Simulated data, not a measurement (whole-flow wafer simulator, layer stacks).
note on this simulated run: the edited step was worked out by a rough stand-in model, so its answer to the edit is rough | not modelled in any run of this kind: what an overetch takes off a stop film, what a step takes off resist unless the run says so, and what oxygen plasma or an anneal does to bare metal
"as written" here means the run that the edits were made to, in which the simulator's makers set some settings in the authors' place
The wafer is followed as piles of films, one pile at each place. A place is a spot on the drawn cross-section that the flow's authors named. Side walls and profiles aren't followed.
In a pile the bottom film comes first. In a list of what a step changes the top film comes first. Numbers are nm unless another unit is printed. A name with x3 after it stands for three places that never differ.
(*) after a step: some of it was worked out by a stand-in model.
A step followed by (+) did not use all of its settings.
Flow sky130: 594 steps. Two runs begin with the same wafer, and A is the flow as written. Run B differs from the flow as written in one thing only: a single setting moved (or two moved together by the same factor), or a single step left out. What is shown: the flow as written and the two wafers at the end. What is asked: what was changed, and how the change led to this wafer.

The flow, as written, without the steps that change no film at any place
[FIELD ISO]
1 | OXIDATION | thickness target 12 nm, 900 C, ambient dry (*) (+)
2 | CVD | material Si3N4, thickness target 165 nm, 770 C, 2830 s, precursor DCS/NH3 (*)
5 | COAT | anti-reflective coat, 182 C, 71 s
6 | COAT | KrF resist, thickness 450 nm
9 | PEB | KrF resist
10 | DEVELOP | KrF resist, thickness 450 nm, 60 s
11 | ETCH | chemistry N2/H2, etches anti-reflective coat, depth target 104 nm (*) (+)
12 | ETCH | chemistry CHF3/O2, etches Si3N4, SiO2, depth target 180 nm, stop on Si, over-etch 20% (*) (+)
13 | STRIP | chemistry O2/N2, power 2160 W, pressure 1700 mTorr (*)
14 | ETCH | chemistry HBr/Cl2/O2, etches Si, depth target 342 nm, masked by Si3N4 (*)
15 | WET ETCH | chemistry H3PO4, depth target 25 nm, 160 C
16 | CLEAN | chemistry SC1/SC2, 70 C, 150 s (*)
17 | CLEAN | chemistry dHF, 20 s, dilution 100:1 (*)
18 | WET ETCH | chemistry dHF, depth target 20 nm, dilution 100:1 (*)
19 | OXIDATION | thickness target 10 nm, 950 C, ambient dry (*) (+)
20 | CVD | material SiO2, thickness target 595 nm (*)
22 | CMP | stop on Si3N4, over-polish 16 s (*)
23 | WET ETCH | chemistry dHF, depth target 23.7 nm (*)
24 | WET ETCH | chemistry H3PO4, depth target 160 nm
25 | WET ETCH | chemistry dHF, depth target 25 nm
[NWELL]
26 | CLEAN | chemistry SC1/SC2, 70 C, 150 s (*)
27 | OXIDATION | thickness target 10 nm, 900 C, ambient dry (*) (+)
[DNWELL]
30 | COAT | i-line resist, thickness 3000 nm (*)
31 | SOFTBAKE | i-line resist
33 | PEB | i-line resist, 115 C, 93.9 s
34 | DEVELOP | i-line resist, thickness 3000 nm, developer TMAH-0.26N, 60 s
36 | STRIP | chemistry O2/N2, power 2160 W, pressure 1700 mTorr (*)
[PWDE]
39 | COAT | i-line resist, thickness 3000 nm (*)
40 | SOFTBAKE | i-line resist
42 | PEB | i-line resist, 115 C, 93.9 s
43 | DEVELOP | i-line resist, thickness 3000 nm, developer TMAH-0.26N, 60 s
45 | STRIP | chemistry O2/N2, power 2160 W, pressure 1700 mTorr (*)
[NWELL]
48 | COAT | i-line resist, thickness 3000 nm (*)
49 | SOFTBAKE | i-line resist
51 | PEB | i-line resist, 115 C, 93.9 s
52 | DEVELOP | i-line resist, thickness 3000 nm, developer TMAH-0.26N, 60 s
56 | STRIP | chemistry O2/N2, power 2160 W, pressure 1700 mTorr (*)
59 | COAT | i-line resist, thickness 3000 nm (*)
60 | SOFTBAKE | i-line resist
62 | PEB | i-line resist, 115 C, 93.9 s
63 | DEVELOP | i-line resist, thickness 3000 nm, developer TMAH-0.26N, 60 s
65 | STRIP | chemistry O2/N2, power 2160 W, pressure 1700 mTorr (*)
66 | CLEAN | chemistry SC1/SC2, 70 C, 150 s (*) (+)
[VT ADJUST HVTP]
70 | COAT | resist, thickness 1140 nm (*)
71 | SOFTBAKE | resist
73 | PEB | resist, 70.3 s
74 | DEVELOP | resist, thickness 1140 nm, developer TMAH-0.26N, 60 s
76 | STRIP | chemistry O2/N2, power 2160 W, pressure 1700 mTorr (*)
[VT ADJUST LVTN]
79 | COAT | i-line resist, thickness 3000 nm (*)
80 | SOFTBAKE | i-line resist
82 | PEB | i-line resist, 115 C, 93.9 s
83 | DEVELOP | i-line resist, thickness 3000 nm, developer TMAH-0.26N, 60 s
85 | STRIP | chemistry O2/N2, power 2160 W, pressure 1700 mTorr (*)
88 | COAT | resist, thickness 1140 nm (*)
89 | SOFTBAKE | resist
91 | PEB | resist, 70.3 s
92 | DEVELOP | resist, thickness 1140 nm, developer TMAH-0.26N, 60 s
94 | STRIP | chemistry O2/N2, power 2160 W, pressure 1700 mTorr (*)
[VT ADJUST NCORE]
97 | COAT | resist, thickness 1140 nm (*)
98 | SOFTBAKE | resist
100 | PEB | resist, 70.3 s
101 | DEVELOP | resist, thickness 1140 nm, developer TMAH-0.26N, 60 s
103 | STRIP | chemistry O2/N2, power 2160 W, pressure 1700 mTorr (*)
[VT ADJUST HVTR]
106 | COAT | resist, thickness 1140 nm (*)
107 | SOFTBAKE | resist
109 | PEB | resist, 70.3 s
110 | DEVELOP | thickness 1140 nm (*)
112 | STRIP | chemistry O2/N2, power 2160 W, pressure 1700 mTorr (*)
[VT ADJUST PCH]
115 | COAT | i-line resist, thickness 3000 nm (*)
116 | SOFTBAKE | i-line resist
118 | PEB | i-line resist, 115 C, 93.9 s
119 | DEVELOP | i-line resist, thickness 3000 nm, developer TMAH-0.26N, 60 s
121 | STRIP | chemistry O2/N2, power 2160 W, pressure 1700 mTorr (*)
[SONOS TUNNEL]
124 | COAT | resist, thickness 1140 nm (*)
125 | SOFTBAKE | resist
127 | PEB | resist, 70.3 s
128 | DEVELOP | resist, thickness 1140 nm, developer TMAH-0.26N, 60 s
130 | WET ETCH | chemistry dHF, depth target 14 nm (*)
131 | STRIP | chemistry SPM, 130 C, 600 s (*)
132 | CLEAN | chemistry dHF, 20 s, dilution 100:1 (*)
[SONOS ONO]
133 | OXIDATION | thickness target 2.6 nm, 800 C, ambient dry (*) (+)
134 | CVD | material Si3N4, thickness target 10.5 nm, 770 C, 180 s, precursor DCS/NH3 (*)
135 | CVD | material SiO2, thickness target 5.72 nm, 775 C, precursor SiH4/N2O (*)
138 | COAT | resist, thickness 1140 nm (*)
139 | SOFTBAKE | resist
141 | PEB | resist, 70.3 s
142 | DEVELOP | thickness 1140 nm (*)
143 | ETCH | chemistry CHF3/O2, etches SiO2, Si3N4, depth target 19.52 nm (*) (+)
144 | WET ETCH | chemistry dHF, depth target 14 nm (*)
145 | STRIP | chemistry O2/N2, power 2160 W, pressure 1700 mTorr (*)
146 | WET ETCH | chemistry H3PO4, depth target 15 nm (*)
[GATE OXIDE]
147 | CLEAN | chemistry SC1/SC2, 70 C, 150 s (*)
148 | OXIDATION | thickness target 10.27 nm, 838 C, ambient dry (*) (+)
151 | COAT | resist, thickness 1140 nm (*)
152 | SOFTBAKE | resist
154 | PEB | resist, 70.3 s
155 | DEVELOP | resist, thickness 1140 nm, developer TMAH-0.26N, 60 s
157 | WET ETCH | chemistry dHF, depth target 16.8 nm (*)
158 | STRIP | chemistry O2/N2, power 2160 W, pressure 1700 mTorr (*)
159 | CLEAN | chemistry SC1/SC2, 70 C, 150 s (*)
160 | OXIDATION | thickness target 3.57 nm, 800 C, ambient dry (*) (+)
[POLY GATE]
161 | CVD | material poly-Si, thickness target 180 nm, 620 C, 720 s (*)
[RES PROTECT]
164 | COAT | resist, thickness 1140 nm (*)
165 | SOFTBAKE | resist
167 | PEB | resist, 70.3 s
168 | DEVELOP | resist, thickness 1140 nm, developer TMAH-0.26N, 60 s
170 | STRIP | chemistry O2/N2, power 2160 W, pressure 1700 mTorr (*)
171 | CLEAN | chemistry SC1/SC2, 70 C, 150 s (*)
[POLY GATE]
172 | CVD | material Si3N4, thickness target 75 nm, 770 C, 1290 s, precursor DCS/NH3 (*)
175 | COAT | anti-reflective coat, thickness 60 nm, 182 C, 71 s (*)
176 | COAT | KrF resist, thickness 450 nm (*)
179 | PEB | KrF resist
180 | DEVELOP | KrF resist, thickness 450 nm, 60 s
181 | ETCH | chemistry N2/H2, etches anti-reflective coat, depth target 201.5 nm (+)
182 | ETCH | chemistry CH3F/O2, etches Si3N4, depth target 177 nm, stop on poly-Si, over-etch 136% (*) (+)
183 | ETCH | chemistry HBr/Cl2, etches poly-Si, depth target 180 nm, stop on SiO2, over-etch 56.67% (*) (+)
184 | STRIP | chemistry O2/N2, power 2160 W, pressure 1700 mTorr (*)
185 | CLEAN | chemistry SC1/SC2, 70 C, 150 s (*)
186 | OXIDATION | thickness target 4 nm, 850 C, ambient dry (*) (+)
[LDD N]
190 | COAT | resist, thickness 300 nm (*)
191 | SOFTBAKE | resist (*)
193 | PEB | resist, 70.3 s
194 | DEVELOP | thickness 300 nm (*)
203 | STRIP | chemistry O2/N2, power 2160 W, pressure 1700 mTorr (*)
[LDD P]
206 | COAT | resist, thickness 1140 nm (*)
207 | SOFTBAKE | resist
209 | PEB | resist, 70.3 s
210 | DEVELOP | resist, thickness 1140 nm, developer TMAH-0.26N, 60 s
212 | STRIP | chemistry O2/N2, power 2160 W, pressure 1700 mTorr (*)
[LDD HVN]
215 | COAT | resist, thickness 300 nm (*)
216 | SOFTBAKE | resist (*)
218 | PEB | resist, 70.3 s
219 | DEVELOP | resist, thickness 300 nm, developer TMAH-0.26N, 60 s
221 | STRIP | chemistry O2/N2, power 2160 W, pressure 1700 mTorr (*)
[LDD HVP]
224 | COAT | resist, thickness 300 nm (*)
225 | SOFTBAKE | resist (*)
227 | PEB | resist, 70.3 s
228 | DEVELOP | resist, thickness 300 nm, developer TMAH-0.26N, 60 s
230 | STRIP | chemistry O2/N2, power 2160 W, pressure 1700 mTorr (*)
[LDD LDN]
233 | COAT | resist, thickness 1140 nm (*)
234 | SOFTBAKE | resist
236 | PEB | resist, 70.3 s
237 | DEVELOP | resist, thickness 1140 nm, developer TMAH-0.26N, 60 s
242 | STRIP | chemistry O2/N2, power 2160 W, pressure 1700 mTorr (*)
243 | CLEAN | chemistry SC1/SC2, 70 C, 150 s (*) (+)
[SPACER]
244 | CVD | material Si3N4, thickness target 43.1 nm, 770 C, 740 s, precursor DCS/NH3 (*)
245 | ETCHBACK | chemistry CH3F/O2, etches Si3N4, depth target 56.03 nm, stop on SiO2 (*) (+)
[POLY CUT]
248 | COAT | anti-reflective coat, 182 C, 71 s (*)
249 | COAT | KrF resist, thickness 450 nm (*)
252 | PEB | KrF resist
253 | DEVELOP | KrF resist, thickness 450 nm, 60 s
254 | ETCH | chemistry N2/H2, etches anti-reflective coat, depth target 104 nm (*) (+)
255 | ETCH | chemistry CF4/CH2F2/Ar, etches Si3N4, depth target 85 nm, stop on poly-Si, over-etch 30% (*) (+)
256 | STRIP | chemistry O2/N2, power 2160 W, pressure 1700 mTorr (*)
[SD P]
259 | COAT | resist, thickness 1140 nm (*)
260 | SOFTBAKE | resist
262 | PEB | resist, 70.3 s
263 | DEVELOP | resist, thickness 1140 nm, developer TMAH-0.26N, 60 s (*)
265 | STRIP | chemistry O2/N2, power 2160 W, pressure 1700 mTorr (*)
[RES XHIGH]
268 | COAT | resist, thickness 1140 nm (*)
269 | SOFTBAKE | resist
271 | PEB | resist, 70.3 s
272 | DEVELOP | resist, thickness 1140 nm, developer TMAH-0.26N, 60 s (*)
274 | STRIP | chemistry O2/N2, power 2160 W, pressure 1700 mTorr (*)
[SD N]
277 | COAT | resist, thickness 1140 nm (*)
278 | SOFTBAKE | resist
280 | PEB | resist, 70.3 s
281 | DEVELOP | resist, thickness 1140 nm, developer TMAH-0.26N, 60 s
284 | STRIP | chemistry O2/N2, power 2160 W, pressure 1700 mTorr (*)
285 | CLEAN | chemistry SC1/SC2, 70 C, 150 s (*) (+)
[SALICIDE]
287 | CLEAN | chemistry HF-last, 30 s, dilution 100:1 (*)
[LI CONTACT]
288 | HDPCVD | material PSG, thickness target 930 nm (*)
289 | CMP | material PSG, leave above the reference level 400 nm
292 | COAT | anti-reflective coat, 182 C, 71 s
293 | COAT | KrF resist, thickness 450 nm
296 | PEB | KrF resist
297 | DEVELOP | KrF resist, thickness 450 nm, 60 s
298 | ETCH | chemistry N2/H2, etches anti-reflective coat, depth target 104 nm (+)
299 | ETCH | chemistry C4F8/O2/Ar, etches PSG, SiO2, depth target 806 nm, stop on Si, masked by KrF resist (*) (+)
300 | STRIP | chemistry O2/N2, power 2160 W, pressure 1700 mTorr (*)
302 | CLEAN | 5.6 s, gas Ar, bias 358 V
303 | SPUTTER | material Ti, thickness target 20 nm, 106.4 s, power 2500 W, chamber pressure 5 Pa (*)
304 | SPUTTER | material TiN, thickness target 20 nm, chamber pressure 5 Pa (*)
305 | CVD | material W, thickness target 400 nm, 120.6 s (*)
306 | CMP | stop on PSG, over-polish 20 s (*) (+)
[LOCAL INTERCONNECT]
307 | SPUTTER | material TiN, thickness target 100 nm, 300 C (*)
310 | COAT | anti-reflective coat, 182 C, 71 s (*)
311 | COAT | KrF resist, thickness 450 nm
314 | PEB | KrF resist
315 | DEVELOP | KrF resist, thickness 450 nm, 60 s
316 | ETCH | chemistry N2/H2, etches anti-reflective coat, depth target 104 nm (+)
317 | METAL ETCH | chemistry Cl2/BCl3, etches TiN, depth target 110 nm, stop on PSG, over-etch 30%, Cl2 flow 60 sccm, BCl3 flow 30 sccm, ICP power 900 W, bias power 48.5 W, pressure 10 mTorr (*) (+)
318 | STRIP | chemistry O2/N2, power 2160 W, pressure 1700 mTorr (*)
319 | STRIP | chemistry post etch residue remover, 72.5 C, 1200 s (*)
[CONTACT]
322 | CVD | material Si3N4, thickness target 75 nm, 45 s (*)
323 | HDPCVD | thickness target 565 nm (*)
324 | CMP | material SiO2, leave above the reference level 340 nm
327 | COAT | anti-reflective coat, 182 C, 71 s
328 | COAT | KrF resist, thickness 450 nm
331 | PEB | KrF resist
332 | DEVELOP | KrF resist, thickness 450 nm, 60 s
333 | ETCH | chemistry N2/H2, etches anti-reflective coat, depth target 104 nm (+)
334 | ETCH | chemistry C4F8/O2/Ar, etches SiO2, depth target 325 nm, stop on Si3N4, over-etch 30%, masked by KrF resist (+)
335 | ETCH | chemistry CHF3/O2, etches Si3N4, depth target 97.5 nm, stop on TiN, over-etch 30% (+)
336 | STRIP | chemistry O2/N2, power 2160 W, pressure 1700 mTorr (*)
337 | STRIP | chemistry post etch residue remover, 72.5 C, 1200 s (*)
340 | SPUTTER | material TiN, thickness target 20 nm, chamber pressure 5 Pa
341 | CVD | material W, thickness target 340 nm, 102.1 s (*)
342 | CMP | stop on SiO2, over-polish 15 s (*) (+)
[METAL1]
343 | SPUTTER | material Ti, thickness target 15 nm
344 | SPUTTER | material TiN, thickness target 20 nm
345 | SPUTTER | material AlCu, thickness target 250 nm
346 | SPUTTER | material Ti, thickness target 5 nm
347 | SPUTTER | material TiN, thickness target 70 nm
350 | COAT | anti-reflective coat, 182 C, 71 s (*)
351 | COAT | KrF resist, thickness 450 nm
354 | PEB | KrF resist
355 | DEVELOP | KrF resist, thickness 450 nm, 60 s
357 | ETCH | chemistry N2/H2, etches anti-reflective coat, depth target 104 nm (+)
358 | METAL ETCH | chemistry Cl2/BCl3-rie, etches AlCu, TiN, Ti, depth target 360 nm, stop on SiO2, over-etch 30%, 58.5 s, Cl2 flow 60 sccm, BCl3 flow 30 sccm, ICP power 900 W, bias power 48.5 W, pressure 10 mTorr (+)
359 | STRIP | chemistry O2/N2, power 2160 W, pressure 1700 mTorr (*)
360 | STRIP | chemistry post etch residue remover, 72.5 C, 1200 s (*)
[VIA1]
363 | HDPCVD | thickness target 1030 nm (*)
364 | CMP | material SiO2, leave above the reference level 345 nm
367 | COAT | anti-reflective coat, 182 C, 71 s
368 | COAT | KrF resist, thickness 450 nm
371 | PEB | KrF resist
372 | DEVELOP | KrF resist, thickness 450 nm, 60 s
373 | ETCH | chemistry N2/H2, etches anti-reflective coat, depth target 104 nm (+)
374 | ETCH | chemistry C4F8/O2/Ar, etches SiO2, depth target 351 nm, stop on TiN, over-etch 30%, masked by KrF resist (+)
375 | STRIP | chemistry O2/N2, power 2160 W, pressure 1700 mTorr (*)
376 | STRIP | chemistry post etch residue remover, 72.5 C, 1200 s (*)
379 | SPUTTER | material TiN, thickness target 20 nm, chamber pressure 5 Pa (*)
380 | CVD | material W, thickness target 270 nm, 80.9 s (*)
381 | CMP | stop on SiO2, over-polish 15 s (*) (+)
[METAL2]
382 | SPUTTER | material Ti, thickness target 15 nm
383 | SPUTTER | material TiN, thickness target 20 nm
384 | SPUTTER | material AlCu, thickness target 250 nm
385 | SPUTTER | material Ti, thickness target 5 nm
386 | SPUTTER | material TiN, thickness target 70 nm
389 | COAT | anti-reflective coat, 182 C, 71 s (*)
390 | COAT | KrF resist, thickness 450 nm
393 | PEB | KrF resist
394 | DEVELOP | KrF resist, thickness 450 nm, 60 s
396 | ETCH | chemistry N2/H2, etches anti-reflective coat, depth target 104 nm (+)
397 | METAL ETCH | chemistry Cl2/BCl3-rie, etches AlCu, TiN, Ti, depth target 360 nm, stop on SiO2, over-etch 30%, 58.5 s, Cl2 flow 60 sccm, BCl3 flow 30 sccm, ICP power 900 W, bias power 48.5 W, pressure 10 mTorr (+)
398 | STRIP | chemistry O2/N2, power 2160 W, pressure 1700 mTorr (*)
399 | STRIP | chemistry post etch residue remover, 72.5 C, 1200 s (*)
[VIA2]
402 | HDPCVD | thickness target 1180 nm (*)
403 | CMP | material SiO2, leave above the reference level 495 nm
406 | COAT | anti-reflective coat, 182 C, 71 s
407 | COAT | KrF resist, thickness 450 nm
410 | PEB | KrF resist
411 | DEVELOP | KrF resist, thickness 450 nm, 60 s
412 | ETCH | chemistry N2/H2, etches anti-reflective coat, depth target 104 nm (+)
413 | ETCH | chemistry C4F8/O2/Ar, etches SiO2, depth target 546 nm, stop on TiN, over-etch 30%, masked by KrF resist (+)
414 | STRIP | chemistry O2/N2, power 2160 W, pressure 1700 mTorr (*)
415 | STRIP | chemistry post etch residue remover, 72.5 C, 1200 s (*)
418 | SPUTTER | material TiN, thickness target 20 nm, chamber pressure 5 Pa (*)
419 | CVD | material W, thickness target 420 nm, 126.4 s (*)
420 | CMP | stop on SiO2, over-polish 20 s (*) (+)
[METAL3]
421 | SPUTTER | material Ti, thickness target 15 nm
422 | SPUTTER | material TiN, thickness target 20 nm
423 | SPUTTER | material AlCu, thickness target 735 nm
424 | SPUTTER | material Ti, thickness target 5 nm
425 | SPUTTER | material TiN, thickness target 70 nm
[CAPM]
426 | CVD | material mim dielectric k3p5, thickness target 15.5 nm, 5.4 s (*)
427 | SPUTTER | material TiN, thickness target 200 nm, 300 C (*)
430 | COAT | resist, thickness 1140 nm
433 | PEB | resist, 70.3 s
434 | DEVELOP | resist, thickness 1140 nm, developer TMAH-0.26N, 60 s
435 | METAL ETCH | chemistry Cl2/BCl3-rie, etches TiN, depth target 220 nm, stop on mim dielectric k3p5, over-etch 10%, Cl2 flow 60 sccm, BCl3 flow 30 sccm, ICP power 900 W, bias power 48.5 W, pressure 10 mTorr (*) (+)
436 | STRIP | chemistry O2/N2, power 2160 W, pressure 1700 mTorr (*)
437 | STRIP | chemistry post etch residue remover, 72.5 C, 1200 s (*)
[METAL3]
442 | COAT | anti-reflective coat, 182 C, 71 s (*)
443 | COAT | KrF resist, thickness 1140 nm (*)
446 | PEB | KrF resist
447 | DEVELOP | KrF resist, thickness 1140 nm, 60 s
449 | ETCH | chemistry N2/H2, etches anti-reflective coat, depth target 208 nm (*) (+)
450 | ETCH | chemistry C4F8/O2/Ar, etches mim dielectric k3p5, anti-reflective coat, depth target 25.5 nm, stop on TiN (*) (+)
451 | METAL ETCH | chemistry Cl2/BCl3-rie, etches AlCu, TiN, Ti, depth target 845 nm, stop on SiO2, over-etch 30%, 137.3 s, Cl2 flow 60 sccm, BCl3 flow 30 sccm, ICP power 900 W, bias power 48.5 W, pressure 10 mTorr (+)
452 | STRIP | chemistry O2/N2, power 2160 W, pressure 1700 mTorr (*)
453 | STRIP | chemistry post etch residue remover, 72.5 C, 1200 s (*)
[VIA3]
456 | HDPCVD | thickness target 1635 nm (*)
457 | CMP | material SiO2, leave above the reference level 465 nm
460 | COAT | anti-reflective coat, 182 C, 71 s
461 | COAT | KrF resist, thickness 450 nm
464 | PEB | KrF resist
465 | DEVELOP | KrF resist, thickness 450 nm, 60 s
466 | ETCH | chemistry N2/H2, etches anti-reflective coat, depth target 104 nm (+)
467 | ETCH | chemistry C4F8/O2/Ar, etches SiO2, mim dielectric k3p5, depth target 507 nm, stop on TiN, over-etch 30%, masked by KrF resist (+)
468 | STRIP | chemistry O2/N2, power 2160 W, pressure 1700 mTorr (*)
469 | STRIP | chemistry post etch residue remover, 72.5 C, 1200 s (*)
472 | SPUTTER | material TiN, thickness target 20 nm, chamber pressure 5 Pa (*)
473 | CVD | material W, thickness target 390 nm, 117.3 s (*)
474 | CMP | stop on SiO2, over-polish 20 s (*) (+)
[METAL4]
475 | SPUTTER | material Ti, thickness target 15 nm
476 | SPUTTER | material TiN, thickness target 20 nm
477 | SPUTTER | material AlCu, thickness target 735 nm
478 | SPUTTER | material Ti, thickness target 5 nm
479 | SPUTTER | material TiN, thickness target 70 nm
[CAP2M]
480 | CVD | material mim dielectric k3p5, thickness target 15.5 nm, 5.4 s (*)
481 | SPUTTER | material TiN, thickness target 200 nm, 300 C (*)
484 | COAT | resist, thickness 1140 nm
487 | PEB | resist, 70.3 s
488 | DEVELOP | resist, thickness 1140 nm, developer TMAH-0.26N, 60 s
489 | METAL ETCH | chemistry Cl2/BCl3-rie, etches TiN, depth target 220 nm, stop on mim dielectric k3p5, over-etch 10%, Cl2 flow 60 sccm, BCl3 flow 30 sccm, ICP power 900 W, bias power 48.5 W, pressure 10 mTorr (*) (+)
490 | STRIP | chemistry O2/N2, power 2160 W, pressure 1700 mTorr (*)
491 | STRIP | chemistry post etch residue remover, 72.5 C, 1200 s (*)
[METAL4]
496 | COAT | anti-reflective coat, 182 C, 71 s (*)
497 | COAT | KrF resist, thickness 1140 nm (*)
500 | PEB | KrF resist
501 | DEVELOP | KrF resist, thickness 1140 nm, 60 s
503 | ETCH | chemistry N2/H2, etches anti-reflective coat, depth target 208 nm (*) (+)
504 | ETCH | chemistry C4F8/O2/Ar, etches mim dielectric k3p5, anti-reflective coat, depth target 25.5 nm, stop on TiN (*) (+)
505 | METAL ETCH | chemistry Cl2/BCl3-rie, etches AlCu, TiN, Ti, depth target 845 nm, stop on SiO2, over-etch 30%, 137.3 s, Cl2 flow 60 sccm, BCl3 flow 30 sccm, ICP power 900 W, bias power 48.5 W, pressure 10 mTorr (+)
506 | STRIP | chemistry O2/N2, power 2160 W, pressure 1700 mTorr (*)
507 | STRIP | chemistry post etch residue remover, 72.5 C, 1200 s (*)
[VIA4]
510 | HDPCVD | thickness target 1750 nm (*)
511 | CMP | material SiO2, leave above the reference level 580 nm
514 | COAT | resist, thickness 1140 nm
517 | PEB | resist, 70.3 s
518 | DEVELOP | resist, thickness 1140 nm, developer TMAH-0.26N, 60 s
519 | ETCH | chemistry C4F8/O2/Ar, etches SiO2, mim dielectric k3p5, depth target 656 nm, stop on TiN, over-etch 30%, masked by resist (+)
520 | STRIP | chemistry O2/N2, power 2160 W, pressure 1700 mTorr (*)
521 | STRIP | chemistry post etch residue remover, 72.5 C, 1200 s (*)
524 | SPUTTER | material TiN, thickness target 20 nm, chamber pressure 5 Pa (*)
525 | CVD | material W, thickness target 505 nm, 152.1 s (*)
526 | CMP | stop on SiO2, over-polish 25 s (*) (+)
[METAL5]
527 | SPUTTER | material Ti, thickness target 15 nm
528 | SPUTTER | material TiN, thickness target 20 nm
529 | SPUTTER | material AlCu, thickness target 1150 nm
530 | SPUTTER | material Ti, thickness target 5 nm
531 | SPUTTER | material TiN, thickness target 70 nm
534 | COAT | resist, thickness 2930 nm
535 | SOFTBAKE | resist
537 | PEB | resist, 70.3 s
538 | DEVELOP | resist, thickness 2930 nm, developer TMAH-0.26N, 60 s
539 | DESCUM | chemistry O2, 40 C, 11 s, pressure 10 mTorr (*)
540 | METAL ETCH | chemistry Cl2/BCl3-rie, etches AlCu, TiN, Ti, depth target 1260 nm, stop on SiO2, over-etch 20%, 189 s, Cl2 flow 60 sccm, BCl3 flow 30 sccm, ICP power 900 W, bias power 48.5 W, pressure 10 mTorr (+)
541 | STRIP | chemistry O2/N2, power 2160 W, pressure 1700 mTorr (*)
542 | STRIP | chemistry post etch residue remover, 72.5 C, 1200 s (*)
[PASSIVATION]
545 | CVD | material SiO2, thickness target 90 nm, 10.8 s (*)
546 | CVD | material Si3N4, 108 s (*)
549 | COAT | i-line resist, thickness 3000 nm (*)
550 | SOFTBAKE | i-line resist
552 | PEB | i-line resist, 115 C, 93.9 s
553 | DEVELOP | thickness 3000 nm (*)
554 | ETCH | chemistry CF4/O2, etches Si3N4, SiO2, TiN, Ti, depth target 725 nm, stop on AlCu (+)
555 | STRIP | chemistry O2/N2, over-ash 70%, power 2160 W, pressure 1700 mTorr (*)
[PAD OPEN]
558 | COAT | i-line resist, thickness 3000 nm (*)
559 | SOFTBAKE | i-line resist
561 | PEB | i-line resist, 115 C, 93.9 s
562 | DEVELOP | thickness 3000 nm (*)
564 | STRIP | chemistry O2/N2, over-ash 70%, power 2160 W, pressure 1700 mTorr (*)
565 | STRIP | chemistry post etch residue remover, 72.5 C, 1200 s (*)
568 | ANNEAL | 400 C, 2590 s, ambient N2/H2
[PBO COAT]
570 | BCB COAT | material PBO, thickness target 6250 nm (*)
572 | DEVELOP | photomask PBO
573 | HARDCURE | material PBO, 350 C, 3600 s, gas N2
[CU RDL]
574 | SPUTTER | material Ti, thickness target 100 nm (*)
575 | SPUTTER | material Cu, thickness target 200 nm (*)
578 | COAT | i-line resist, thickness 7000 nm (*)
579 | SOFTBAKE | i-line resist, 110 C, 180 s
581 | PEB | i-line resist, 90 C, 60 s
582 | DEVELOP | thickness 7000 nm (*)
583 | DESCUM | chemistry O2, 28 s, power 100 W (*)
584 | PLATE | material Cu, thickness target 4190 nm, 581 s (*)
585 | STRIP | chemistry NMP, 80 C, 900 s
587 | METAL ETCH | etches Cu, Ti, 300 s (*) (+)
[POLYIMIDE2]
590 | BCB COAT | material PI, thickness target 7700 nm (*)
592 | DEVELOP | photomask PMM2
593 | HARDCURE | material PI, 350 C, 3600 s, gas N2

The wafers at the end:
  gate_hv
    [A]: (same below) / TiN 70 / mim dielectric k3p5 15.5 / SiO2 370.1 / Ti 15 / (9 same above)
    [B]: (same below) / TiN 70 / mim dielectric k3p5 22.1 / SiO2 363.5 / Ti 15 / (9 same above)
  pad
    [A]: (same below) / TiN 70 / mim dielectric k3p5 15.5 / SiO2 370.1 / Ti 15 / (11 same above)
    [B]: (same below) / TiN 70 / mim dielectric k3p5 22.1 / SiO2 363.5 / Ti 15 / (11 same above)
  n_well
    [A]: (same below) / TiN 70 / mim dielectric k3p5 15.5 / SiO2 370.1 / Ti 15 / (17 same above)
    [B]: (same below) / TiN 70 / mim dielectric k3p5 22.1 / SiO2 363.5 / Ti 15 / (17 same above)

What caused this: step 426, CVD: thickness target 22.1 nm was run, while the flow as written has thickness target 15.5 nm; step 426, CVD: 7.7 s was run, where the flow has 5.4 s.
The wafer itself shows it: gate_hv has mim dielectric k3p5 22.1, and step 426 as written asks for 15.5 nm.

The path from the change to this, step by step:
  426 | CVD | material mim dielectric k3p5, thickness target 15.5 nm, 5.4 s (*)
      field, active, n_well and 188 more: A +15.5 mim dielectric k3p5 (new film) | B +22.1 mim dielectric k3p5 (new film)
  450 | ETCH | chemistry C4F8/O2/Ar, etches mim dielectric k3p5, anti-reflective coat, depth target 25.5 nm, stop on TiN (*) (+)
      n_well, p_well, gate_hv and 104 more: A -15.5 KrF resist | B -17 KrF resist
      field, active, gate and 82 more: A -15.5 mim dielectric k3p5 (all of it) | B -22.1 mim dielectric k3p5 (all of it)
  467 | ETCH | chemistry C4F8/O2/Ar, etches SiO2, mim dielectric k3p5, depth target 507 nm, stop on TiN, over-etch 30%, masked by KrF resist (+)
      m1: A -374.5 SiO2 (all of it), -15.5 mim dielectric k3p5 (all of it) | B -367.9 SiO2 (all of it), -22.1 mim dielectric k3p5 (all of it)
      via3_hole: A -373.9 SiO2 (all of it), -15.5 mim dielectric k3p5 (all of it) | B -367.3 SiO2 (all of it), -22.1 mim dielectric k3p5 (all of it)
